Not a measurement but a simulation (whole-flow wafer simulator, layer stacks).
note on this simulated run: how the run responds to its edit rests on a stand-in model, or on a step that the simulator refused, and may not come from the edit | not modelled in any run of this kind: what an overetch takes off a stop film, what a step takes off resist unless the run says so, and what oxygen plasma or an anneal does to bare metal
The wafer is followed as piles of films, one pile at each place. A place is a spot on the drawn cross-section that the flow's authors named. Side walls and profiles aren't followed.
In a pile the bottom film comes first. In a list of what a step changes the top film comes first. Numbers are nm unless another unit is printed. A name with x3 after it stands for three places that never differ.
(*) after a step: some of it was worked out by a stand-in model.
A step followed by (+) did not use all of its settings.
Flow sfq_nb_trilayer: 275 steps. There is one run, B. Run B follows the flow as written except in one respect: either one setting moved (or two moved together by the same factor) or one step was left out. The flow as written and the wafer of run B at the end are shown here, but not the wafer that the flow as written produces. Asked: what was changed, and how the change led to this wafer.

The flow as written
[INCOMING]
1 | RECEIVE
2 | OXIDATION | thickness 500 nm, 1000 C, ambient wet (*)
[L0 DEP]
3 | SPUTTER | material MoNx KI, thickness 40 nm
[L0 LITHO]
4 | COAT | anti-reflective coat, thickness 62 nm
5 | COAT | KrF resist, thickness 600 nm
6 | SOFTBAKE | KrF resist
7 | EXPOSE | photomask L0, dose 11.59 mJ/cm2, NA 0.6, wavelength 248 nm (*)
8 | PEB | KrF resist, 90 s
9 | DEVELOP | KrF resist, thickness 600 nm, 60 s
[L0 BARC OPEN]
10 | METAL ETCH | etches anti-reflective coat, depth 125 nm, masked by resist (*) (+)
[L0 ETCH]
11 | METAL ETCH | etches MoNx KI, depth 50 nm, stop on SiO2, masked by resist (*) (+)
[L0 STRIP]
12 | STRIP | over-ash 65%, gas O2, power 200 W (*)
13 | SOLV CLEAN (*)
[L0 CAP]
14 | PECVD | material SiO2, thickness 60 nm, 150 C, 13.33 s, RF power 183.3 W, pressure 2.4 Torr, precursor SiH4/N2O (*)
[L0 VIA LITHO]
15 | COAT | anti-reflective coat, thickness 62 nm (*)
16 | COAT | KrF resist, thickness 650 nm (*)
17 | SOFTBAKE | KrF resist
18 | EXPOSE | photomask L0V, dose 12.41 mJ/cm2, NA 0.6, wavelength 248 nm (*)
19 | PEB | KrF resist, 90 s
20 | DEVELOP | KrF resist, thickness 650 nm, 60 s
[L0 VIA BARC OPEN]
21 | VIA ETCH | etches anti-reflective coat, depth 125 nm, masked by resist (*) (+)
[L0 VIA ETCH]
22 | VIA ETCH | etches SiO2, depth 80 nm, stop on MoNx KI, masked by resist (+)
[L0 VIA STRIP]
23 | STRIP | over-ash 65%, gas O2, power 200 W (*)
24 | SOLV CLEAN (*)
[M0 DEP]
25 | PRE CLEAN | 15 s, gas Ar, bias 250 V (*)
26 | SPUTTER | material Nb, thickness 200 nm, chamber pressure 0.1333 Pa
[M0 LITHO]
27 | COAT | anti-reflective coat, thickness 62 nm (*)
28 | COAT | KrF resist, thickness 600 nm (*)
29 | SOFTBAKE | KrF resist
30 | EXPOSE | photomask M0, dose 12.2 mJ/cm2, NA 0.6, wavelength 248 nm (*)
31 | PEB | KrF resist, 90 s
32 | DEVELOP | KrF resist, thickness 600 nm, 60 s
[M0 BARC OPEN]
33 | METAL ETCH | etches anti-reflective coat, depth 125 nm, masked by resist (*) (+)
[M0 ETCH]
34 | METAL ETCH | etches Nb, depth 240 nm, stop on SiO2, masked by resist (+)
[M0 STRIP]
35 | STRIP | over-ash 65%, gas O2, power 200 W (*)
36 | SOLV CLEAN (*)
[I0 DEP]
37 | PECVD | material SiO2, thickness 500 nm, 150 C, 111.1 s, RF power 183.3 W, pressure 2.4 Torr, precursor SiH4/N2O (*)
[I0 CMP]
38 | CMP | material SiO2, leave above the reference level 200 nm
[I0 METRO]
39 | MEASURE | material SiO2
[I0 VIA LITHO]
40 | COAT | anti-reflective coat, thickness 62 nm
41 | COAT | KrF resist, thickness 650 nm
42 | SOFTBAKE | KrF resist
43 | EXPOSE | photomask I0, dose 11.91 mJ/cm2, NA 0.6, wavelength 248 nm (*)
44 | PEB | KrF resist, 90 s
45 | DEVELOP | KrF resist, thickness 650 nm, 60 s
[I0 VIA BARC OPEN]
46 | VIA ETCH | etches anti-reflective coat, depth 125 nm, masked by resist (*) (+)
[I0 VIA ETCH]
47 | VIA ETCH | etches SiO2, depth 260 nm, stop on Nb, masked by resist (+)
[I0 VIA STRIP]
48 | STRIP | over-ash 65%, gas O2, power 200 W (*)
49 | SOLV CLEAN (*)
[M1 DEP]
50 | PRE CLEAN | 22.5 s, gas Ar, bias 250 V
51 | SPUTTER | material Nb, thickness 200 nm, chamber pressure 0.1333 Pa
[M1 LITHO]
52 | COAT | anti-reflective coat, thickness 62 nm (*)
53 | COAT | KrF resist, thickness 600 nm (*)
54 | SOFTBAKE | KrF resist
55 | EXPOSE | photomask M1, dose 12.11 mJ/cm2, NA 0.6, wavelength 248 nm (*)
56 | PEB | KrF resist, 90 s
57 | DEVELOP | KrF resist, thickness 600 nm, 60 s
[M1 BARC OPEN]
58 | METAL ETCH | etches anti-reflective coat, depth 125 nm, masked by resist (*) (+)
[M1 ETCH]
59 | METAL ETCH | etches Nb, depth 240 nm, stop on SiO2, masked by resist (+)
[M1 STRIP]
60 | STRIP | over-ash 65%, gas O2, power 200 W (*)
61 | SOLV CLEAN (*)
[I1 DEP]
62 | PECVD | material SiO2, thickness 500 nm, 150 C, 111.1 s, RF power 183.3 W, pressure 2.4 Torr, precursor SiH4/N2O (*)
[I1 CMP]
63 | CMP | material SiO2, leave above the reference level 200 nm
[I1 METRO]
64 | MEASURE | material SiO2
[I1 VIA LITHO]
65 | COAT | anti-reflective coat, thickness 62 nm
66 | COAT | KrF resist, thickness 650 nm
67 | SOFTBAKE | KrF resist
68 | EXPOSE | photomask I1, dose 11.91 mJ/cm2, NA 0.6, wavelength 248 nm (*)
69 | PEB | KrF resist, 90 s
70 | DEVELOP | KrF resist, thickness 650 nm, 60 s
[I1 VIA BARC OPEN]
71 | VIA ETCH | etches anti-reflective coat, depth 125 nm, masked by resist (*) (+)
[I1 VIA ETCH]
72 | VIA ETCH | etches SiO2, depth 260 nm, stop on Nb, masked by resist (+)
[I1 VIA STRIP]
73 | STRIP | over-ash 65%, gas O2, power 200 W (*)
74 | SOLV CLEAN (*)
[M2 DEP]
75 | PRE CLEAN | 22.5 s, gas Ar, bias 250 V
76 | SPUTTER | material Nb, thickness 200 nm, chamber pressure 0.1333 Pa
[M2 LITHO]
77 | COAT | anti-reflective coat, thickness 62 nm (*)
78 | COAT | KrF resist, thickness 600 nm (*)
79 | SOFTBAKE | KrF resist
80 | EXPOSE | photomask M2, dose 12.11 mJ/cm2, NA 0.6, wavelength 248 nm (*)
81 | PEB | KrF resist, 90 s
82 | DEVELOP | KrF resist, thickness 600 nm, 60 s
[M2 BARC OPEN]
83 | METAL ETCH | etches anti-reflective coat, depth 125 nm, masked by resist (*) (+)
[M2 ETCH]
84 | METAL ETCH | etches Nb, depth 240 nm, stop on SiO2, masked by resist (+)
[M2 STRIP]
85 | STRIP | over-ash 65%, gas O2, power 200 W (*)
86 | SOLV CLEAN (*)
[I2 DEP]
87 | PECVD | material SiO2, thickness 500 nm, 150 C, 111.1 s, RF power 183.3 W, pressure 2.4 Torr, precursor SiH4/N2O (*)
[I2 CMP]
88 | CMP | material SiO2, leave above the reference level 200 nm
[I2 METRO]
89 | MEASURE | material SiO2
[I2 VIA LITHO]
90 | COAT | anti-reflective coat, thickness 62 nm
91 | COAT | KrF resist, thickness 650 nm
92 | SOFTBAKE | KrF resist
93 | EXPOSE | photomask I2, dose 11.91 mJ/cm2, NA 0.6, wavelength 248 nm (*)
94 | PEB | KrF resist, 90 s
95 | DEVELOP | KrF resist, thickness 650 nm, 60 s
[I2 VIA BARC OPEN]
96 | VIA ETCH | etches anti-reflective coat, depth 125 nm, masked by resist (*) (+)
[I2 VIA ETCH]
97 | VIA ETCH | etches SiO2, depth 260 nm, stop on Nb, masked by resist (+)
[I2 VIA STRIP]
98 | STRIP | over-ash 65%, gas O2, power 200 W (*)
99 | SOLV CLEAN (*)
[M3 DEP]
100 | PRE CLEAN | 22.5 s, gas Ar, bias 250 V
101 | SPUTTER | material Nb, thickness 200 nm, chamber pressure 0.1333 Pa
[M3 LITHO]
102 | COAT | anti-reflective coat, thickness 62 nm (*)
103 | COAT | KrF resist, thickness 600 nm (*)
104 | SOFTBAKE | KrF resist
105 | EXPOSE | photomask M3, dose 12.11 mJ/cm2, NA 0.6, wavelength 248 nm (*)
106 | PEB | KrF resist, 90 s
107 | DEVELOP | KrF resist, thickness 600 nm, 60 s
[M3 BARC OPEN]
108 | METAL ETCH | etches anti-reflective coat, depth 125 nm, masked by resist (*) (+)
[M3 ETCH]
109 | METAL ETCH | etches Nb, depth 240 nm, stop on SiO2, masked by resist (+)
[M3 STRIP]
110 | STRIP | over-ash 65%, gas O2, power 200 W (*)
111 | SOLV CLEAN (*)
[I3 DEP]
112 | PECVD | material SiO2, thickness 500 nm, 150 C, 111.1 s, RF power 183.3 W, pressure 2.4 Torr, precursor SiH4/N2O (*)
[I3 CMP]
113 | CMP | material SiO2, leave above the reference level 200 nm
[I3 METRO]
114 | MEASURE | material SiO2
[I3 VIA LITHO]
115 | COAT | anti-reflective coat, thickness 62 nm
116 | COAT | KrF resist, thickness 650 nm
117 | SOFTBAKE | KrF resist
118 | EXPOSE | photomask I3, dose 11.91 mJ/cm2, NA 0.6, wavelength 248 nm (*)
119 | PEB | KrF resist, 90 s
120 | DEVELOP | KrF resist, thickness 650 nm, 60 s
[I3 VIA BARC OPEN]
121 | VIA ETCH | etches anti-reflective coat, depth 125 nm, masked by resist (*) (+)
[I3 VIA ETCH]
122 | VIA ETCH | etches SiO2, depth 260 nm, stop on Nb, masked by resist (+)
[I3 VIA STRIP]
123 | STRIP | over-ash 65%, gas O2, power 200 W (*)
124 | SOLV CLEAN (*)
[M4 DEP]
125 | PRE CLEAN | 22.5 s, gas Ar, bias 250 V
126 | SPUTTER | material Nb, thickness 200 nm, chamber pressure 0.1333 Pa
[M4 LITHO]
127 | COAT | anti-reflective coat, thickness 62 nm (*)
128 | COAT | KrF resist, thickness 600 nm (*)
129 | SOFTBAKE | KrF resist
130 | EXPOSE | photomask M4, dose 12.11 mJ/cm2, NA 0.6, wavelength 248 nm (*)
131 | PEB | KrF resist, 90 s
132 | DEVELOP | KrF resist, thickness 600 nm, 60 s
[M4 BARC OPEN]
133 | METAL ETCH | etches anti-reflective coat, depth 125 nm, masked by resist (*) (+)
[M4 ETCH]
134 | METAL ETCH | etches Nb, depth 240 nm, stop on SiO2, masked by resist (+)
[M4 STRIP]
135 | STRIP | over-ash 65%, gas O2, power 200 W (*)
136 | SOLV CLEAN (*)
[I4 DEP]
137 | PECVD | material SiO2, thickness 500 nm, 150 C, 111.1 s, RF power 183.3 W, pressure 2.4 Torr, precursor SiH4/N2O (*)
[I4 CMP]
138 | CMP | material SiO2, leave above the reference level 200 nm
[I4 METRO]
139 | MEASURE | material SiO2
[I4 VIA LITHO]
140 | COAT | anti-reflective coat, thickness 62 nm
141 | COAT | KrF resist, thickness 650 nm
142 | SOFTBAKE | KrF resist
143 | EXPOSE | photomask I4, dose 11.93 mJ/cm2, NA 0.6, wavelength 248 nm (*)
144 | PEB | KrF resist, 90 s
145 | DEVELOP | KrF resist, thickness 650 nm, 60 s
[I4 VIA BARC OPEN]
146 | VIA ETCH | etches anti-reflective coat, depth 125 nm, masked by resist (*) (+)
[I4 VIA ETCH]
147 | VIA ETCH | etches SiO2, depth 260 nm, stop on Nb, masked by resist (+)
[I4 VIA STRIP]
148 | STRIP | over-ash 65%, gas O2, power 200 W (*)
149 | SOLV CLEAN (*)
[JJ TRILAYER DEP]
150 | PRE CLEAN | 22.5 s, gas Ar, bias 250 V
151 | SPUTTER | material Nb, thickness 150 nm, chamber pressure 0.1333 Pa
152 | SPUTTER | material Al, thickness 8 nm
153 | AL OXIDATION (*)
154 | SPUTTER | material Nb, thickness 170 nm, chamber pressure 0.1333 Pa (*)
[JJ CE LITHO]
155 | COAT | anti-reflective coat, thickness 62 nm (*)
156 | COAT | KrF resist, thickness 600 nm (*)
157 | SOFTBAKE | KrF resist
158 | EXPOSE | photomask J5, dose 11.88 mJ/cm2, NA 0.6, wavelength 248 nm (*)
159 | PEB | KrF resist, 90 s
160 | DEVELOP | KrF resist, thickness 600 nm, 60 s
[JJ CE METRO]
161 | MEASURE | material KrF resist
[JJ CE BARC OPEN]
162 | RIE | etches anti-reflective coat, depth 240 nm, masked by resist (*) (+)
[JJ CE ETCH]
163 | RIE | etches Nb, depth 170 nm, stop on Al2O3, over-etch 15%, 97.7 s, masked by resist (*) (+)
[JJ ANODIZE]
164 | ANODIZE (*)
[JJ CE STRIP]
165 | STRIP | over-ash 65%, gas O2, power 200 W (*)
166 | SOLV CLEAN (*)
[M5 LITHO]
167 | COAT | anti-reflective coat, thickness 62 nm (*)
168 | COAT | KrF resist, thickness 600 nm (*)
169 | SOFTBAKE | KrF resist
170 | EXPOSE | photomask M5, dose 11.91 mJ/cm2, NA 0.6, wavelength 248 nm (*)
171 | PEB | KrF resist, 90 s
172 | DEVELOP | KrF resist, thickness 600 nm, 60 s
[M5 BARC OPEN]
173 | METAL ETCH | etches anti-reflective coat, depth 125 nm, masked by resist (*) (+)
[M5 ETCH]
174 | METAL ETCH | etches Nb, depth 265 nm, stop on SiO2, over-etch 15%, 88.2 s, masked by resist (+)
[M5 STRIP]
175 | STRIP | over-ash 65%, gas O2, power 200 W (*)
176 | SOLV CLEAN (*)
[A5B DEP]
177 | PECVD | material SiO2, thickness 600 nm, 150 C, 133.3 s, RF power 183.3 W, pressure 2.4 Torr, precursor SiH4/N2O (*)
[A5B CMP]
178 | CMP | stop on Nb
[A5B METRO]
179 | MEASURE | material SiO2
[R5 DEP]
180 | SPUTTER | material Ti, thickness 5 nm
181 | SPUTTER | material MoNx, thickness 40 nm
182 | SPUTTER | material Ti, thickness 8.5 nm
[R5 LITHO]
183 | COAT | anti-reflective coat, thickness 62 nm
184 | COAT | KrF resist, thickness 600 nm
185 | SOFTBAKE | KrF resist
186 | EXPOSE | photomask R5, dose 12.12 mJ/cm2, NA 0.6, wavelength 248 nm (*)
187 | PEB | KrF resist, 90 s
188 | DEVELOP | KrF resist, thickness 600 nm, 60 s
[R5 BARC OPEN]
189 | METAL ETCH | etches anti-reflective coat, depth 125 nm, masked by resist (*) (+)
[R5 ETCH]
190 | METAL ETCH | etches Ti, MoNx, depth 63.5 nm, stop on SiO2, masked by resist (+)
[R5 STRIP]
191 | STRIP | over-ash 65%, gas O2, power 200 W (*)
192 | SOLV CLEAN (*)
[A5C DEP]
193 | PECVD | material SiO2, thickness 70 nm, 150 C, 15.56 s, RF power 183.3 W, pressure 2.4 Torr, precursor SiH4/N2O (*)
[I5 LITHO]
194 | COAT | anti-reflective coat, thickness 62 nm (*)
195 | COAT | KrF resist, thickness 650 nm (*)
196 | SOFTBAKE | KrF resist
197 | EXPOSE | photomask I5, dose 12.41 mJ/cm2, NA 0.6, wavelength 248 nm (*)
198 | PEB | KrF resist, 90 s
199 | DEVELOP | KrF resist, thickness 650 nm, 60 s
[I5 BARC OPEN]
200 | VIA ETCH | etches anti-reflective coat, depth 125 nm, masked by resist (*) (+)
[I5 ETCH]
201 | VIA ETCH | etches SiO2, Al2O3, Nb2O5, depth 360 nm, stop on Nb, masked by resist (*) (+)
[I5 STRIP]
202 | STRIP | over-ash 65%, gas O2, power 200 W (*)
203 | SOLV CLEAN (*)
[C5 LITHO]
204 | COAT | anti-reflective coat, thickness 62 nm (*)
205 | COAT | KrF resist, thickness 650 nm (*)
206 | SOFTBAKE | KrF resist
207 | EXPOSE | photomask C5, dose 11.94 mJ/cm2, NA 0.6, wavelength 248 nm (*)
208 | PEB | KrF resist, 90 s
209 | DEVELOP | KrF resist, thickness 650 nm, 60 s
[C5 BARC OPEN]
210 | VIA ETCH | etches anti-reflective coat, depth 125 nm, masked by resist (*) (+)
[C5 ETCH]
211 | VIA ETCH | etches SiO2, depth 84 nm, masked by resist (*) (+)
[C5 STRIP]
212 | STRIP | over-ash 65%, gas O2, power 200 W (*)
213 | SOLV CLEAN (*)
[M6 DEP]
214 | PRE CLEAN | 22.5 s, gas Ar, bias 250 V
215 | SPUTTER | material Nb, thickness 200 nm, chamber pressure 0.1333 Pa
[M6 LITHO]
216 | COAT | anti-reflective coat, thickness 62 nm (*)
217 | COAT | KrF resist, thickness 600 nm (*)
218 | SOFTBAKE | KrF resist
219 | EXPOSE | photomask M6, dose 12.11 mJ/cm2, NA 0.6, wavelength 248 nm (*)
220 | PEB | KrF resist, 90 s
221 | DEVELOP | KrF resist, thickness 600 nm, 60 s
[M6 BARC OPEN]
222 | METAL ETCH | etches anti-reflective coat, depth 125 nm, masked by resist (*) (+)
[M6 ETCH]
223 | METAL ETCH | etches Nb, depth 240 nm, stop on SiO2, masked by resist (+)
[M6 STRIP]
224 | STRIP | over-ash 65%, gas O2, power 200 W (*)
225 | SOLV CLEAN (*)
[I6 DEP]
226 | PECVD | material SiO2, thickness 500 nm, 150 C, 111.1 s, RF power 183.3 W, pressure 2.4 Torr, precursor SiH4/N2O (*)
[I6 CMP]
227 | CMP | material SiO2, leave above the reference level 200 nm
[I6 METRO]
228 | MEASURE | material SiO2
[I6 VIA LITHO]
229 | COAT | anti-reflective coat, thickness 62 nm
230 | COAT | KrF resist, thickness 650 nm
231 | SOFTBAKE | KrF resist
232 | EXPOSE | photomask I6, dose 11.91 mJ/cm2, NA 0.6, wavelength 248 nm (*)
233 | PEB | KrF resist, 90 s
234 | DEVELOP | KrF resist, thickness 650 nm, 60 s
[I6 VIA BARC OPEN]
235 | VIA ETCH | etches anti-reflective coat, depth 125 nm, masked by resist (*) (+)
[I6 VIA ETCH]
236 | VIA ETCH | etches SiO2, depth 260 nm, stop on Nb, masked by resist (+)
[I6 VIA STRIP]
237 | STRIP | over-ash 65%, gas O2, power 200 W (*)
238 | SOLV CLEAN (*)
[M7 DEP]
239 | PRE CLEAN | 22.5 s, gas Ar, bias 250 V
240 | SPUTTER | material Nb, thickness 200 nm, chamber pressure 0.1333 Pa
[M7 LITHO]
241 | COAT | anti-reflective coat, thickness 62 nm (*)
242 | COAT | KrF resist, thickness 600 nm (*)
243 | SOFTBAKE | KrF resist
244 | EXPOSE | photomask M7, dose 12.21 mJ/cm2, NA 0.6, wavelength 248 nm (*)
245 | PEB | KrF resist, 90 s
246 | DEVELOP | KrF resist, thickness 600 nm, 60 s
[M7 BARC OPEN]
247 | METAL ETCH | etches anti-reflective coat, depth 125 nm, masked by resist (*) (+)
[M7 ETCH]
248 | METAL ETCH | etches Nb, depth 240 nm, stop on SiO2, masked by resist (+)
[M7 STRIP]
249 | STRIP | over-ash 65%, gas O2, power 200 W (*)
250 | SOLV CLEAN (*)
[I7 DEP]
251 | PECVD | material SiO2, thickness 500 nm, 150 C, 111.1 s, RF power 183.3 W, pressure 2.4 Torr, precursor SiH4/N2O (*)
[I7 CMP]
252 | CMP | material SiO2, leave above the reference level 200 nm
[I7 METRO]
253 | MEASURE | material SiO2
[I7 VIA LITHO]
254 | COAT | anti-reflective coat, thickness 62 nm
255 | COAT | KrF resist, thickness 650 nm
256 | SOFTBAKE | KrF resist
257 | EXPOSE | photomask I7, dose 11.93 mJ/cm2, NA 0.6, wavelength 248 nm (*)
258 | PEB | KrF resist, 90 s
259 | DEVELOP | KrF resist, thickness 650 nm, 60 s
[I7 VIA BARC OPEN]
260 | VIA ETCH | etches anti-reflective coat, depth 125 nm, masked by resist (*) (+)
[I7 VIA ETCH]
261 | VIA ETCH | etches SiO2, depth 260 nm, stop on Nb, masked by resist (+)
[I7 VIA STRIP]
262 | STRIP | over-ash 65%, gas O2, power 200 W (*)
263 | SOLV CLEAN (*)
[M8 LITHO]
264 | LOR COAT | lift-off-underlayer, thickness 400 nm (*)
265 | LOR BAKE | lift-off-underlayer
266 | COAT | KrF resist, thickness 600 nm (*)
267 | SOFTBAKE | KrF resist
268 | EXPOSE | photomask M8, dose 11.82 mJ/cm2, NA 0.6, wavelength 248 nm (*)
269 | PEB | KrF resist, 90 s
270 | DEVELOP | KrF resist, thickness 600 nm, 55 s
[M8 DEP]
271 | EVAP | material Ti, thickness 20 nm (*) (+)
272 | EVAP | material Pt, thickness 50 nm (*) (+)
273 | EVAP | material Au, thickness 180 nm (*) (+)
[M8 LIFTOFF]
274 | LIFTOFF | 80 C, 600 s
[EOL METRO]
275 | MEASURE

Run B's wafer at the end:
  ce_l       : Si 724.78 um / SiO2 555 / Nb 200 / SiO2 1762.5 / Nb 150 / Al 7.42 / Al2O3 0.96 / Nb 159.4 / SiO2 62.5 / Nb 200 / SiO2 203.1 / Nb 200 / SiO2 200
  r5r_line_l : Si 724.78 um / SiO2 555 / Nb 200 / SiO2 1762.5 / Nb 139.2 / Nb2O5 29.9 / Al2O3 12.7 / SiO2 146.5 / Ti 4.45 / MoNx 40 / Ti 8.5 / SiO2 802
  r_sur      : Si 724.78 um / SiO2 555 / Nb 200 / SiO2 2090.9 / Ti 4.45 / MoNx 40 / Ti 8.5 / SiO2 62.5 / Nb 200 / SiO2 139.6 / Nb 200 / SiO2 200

The reason: step 180, SPUTTER: thickness 4.45 nm was run, while the flow as written has thickness 5 nm.
One can read it off the wafer: r5r_line_l has Ti 4.45, and step 180 as written asks for 5 nm.

Step by step, how the change led to this:
  180 | SPUTTER | material Ti, thickness 5 nm
      field_l, v_sur, via_wl and 103 more: Ti gains 4.45 (new film) (as written it would have been: Ti gains 5 (new film))
  190 | METAL ETCH | etches Ti, MoNx, depth 63.5 nm, stop on SiO2, masked by resist (+)
      field_l, v_sur, via_wl and 92 more: Ti loses 8.5 (all of it), MoNx loses 40 (all of it), Ti loses 4.45 (all of it) (as written it would have been: Ti loses 8.5 (all of it), MoNx loses 40 (all of it), Ti loses 5 (all of it))
      ce_l, c5j, ce_r, wl_jj: Ti loses 8.5 (all of it), MoNx loses 40 (all of it), Ti loses 4.45 (all of it), Nb loses 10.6 (as written it would have been: Ti loses 8.5 (all of it), MoNx loses 40 (all of it), Ti loses 5 (all of it), Nb loses 10)
